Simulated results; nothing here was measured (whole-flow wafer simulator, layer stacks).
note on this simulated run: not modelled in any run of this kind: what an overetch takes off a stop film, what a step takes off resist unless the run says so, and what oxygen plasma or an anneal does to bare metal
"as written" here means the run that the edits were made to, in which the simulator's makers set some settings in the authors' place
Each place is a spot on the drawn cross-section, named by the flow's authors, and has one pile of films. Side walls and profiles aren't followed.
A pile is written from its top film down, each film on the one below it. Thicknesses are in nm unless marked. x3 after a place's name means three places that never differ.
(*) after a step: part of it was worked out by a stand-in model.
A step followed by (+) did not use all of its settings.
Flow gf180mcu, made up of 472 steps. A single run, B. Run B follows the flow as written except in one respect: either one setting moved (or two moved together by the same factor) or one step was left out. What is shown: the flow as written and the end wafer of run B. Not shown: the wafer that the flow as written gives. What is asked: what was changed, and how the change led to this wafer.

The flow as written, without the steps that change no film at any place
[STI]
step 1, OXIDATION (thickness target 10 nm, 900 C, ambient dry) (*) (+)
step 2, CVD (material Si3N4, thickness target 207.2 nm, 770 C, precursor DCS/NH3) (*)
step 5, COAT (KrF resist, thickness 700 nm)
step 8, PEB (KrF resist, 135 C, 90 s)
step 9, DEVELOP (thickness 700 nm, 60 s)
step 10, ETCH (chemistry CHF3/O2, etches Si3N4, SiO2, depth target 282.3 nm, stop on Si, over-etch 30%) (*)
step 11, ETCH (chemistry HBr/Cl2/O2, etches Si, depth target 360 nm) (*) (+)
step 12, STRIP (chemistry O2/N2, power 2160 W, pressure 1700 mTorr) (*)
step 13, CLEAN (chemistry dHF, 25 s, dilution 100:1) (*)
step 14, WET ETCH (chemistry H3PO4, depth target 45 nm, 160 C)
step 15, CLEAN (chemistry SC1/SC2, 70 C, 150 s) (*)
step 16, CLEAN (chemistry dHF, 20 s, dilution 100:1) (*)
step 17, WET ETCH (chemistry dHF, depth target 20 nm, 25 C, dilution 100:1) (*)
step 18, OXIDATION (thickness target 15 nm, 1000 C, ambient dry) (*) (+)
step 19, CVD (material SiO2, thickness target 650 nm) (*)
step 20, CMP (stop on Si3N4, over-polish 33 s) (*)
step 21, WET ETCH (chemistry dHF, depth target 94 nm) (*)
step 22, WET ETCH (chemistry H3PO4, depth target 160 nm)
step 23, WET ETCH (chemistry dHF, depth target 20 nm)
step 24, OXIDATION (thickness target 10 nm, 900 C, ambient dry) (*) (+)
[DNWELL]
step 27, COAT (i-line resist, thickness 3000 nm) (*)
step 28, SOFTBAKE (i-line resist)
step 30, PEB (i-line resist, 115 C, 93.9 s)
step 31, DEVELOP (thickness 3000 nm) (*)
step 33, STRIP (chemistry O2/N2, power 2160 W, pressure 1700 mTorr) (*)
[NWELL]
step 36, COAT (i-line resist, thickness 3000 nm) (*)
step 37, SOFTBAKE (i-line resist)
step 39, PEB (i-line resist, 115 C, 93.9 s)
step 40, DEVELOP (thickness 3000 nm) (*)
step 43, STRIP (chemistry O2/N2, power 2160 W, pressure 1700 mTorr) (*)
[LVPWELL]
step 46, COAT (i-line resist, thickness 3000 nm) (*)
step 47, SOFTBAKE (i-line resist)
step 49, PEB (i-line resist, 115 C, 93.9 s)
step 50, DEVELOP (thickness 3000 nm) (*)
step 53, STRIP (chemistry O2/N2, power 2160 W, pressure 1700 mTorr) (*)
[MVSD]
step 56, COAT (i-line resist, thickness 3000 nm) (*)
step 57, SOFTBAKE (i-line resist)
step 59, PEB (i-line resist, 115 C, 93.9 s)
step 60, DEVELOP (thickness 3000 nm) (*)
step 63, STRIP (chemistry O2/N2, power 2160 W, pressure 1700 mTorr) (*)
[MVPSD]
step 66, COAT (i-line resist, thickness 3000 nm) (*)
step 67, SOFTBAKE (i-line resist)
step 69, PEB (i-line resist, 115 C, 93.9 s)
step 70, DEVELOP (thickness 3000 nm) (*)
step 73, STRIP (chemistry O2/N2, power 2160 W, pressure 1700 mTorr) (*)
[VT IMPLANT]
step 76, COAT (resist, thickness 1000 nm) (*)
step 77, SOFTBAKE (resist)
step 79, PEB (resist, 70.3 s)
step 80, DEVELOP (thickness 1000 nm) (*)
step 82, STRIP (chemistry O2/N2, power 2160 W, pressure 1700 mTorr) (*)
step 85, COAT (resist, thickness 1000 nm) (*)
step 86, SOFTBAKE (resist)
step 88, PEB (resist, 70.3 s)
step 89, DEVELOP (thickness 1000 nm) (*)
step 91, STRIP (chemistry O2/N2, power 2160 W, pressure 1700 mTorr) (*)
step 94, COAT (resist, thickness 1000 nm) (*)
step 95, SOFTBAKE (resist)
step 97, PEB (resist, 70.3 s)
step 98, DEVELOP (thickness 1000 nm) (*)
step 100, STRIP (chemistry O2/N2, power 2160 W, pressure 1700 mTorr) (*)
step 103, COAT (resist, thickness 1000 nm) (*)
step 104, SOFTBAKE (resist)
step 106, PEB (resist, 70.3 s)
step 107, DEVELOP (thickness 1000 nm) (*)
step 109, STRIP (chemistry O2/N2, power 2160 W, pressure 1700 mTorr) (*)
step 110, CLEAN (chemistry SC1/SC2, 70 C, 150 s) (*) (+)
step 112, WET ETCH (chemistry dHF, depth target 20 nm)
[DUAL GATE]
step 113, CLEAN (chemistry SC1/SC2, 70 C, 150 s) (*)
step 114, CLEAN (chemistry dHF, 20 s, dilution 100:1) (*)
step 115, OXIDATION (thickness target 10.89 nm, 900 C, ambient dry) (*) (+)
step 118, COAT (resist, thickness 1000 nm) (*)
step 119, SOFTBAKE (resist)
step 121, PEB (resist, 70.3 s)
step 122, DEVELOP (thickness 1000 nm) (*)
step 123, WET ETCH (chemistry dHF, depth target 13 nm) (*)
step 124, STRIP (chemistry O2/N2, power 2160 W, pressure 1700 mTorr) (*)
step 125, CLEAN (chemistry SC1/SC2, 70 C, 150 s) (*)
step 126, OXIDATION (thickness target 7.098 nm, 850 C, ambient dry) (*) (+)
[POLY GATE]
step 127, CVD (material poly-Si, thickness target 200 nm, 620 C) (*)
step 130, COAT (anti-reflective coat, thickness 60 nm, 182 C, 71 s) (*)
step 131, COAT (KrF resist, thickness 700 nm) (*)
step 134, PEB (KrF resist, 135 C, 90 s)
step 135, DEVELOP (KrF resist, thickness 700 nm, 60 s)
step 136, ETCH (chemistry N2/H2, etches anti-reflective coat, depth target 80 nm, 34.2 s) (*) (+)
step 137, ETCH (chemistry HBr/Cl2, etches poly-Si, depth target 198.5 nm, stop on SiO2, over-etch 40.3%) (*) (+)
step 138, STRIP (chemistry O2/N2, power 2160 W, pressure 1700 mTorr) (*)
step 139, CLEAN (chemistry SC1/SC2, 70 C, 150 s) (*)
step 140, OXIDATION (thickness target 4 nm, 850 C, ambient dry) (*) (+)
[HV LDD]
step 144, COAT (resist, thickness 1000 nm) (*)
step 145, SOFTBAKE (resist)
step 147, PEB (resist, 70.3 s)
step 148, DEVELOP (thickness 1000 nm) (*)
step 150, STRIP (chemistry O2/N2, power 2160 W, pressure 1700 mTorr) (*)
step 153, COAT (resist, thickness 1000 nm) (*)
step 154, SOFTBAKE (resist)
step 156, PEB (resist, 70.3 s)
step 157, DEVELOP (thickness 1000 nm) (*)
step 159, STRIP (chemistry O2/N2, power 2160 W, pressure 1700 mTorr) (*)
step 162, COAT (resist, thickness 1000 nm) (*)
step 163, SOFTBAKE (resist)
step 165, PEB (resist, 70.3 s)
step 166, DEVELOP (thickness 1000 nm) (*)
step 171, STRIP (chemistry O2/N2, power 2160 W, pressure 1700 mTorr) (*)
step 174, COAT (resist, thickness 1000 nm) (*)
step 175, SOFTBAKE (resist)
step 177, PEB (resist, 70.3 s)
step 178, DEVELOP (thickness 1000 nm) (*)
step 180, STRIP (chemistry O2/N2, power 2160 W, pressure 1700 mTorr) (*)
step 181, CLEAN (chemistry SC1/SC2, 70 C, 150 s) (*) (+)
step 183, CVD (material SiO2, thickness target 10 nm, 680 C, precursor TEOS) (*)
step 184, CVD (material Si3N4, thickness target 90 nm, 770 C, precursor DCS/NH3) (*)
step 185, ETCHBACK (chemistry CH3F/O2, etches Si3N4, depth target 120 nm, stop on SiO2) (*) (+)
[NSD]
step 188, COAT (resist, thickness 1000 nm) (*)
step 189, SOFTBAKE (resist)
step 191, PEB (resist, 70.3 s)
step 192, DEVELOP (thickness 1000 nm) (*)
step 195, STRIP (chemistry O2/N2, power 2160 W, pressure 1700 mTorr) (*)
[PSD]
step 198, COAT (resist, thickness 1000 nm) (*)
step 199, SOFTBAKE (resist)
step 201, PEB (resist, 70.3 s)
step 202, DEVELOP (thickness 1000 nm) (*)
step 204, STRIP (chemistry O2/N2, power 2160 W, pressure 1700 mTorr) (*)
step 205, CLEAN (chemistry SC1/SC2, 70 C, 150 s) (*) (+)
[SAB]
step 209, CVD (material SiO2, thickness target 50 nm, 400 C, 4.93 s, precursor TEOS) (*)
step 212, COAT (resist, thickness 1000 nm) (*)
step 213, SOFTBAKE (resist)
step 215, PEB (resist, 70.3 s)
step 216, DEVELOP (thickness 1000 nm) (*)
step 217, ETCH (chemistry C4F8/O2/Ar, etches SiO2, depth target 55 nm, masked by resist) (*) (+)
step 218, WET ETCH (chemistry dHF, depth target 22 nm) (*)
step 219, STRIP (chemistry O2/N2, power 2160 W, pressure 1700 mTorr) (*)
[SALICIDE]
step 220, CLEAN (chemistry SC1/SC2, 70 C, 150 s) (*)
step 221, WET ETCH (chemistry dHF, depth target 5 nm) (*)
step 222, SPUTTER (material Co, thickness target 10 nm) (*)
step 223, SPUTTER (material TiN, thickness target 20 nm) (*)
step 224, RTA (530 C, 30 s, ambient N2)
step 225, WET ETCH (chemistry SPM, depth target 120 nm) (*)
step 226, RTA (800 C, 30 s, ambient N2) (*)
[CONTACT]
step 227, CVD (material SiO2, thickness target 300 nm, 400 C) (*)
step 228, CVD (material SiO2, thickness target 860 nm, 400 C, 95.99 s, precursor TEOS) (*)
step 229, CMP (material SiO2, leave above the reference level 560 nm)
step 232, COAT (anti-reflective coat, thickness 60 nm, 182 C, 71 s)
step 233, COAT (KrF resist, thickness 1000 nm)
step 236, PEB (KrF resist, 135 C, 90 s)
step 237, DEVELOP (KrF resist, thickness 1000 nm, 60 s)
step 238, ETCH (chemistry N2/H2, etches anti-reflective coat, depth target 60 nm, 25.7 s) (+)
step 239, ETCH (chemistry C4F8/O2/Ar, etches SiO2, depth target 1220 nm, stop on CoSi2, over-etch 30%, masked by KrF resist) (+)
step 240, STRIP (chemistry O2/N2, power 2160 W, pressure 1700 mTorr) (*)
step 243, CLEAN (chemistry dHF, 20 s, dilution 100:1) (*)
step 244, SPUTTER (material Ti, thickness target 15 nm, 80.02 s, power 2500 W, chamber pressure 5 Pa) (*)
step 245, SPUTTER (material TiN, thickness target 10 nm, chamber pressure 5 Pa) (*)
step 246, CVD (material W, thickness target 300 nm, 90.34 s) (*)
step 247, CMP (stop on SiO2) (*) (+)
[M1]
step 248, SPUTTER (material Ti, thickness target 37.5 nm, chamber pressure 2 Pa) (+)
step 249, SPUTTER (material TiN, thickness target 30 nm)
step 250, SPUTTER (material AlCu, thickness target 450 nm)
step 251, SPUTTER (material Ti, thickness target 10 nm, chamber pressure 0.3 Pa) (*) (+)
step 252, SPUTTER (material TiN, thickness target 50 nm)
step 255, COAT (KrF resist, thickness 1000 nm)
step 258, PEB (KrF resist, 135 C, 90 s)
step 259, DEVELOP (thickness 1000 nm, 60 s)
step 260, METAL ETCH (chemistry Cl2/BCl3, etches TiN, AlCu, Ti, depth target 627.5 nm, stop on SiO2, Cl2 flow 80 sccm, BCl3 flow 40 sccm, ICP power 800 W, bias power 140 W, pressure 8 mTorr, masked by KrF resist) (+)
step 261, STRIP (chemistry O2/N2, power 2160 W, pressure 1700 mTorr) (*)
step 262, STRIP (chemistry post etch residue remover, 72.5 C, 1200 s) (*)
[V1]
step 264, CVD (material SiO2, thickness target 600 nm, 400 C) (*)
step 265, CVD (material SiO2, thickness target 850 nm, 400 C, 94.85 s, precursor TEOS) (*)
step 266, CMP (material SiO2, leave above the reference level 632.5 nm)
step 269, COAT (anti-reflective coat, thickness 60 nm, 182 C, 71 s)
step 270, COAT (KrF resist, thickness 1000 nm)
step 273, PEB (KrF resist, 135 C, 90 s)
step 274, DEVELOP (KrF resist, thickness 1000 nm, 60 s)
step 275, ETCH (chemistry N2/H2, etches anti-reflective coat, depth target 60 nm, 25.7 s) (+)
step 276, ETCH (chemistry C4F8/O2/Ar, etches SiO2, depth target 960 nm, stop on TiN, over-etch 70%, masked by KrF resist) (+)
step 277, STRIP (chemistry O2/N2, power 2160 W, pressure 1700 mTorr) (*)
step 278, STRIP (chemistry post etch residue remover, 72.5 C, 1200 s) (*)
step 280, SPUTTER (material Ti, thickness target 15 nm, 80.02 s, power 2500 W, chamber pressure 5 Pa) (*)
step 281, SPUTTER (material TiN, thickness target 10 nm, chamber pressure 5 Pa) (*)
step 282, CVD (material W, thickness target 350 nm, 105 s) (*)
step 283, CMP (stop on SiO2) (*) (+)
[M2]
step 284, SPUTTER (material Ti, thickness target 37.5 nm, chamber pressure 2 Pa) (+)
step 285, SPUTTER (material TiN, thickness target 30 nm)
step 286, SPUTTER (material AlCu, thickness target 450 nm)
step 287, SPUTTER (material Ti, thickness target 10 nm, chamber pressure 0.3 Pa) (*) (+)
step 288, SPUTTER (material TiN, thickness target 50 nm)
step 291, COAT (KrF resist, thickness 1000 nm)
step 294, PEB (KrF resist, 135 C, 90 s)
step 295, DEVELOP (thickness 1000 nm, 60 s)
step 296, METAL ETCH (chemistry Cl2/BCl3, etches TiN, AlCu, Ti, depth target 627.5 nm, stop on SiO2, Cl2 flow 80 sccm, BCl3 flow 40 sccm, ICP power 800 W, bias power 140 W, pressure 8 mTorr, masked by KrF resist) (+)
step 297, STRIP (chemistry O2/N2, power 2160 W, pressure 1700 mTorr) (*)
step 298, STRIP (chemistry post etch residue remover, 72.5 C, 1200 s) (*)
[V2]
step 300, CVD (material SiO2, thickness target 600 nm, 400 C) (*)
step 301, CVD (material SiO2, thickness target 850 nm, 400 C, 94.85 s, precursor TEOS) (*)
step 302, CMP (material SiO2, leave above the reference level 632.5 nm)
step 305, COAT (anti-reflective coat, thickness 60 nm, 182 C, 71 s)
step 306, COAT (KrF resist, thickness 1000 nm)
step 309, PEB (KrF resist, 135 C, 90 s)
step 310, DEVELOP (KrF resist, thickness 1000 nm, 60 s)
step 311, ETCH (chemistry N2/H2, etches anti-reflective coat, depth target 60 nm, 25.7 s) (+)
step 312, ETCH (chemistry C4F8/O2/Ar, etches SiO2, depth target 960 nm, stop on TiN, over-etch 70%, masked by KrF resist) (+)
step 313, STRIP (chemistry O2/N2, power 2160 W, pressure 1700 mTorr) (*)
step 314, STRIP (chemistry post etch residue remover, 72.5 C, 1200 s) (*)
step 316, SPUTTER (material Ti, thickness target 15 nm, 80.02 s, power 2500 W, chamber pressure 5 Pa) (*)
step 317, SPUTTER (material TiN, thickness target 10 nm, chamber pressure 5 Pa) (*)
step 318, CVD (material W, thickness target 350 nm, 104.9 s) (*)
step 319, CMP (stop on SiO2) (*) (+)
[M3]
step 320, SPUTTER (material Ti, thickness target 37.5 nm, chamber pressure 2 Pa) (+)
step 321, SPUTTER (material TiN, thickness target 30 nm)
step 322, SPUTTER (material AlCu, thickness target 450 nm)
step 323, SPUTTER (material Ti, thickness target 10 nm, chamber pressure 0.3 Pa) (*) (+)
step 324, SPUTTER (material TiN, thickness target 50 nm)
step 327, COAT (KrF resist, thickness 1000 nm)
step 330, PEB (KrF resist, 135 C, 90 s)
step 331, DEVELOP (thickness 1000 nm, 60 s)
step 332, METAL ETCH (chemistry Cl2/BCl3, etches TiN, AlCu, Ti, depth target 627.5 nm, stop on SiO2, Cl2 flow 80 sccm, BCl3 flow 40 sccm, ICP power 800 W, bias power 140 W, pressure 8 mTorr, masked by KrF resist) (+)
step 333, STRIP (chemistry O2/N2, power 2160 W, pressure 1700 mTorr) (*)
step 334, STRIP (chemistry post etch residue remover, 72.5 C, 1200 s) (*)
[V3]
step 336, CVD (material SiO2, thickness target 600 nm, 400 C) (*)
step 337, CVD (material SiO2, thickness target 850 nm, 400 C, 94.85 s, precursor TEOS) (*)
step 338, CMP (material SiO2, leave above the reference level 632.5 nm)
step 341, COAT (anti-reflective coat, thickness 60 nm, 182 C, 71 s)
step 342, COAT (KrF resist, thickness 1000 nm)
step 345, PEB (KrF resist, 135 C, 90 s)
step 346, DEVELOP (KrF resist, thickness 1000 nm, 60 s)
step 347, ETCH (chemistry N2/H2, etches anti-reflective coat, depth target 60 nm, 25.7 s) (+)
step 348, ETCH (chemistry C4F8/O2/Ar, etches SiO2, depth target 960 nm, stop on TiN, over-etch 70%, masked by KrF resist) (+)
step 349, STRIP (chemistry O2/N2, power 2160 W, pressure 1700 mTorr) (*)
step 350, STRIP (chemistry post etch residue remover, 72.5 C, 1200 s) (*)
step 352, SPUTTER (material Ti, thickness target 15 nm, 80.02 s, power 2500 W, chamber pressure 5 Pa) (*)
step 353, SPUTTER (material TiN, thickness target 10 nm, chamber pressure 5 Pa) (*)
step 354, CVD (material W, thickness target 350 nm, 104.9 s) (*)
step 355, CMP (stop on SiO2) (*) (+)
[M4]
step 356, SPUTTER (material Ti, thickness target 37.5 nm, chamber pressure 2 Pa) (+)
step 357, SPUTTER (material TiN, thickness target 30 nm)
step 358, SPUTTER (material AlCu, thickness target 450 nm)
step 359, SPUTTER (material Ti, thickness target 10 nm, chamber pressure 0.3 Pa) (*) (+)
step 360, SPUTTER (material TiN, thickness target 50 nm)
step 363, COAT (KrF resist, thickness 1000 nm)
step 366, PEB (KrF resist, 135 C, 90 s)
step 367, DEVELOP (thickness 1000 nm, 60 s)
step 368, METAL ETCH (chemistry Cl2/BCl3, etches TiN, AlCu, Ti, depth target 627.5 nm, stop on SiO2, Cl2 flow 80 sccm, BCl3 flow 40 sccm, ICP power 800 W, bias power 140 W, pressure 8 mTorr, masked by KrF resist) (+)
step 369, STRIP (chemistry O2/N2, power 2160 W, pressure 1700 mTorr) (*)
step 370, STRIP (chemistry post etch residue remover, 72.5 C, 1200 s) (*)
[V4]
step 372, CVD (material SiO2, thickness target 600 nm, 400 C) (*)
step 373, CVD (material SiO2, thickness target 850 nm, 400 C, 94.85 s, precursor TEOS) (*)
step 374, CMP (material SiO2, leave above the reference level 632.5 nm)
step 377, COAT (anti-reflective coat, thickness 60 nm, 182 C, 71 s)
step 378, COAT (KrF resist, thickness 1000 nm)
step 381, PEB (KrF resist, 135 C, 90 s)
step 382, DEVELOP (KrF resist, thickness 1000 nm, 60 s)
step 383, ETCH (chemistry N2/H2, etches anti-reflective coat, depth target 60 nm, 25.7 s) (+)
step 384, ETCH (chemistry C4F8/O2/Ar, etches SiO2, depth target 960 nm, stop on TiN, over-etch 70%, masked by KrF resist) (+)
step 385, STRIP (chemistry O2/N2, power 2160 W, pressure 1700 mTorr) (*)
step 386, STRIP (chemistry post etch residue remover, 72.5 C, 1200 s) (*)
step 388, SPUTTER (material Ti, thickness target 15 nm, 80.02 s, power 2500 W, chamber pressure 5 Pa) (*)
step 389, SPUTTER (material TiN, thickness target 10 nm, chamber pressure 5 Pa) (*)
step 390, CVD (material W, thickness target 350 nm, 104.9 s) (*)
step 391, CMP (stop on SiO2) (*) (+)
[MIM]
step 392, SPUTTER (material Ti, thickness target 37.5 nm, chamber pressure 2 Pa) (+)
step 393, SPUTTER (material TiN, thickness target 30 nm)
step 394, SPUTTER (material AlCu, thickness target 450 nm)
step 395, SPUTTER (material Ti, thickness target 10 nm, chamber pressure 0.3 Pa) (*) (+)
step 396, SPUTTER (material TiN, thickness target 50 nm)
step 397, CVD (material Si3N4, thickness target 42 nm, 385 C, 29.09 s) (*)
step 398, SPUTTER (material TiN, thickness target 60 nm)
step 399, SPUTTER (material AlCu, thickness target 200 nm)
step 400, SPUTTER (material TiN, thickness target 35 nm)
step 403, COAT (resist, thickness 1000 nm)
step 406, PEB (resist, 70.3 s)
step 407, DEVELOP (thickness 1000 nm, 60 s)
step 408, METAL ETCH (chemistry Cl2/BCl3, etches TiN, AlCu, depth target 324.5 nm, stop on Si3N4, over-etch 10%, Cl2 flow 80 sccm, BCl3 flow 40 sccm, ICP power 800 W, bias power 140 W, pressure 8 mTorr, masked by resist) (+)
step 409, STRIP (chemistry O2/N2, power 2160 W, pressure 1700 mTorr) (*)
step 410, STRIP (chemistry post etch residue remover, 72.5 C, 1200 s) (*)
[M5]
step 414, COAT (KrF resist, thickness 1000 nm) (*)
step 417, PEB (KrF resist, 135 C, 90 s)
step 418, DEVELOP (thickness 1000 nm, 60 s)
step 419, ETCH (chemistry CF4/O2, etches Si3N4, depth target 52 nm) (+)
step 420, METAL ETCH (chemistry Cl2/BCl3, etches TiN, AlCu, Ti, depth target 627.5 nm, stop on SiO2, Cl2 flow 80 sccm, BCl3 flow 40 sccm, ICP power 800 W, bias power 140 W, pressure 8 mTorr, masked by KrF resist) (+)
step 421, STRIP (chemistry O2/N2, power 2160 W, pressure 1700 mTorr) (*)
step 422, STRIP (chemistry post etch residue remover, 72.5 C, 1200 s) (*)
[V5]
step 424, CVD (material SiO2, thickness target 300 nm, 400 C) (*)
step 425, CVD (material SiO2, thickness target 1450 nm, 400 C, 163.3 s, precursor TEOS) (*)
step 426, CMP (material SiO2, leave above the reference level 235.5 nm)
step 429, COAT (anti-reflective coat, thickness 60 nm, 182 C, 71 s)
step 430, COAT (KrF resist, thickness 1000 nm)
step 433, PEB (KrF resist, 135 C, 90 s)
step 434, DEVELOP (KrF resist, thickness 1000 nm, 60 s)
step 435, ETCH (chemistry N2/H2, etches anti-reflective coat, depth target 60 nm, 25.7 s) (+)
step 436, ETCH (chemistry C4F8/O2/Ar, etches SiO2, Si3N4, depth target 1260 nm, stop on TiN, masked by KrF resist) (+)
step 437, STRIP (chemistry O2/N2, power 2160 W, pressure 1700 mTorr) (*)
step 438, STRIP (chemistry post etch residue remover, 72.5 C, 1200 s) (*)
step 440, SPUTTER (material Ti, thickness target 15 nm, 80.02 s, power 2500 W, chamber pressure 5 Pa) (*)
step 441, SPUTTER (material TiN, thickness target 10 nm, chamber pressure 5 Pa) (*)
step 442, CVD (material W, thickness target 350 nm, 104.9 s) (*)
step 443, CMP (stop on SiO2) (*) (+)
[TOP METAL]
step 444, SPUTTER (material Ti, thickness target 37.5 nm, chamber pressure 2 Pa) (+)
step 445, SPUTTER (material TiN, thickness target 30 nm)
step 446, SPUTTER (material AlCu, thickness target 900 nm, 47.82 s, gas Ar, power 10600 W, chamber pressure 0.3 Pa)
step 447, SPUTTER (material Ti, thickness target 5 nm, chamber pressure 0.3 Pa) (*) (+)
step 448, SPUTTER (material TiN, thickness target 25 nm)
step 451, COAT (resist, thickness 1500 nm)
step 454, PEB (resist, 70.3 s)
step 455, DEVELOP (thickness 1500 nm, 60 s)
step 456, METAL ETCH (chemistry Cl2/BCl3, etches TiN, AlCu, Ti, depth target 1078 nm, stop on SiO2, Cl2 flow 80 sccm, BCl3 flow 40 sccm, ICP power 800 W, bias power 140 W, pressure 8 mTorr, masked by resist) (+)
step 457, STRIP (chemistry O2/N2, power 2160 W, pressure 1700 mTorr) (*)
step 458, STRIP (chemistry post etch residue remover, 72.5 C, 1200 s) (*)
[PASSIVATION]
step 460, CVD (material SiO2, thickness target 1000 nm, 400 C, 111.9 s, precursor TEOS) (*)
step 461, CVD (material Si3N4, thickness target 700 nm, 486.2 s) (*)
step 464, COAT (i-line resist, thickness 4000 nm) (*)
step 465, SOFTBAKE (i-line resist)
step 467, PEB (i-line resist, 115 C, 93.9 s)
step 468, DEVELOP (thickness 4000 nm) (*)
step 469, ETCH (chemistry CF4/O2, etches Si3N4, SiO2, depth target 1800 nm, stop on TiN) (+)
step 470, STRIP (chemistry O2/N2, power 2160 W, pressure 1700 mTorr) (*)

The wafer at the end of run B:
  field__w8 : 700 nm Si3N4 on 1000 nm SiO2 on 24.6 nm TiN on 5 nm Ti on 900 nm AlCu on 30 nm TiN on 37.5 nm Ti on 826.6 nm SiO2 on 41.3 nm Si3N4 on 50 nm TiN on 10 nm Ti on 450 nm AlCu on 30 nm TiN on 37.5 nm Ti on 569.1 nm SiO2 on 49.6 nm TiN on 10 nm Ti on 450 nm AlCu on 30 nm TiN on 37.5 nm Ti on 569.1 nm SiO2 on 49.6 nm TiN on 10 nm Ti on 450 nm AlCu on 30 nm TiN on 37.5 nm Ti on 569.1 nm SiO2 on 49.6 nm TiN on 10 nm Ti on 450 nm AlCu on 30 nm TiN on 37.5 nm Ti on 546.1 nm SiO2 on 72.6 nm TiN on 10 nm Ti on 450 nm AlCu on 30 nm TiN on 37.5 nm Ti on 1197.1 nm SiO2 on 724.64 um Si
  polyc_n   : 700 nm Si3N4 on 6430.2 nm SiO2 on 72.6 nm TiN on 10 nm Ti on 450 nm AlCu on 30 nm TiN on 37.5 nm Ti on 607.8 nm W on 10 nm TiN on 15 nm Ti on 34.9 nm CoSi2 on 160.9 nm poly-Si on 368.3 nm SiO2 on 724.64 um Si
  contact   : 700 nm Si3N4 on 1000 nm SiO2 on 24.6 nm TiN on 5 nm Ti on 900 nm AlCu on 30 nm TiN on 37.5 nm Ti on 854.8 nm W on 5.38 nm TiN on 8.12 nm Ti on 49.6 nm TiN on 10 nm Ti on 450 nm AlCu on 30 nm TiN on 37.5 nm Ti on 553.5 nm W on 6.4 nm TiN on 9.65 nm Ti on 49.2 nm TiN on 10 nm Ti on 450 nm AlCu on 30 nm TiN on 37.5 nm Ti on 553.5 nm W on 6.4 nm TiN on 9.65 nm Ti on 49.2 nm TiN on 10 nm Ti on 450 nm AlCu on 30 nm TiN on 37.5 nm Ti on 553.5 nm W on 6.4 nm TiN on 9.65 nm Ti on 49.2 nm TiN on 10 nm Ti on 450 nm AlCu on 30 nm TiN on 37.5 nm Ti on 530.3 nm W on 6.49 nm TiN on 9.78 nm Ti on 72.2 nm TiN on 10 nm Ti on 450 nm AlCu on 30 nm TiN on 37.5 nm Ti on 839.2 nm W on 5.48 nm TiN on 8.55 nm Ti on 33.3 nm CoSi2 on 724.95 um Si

Cause: step 252, SPUTTER: thickness target 73 nm was run, whereas the flow has thickness target 50 nm.

How this came from the change, step by step:
  step 252, SPUTTER (material TiN, thickness target 50 nm)
      field, field__w1, field__w2 and 108 more: TiN gains 73 (new film) (as written it would have been: TiN gains 50 (new film))
  step 260, METAL ETCH (chemistry Cl2/BCl3, etches TiN, AlCu, Ti, depth target 627.5 nm, stop on SiO2, Cl2 flow 80 sccm, BCl3 flow 40 sccm, ICP power 800 W, bias power 140 W, pressure 8 mTorr, masked by KrF resist) (+)
      field, field__w1, field__w2 and 99 more: TiN loses 73 (all of it), Ti loses 10 (all of it), AlCu loses 450 (all of it), TiN loses 30 (all of it), Ti loses 37.5 (all of it) (as written it would have been: TiN loses 50 (all of it), Ti loses 10 (all of it), AlCu loses 450 (all of it), TiN loses 30 (all of it), Ti loses 37.5 (all of it))
  step 266, CMP (material SiO2, leave above the reference level 632.5 nm)
      field__w8, contact, m1 and 6 more: SiO2 loses 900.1 (as written it would have been: SiO2 loses 877.1)
  step 276, ETCH (chemistry C4F8/O2/Ar, etches SiO2, depth target 960 nm, stop on TiN, over-etch 70%, masked by KrF resist) (+)
      field, field__w1, field__w2 and 107 more: KrF resist loses 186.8 (as written it would have been: KrF resist loses 192)
      contact: SiO2 loses 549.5 (all of it) (as written it would have been: SiO2 loses 572.5 (all of it))
  step 282, CVD (material W, thickness target 350 nm, 105 s) (*)
      contact: W gains 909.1 (new film) (as written it would have been: W gains 932.3 (new film))
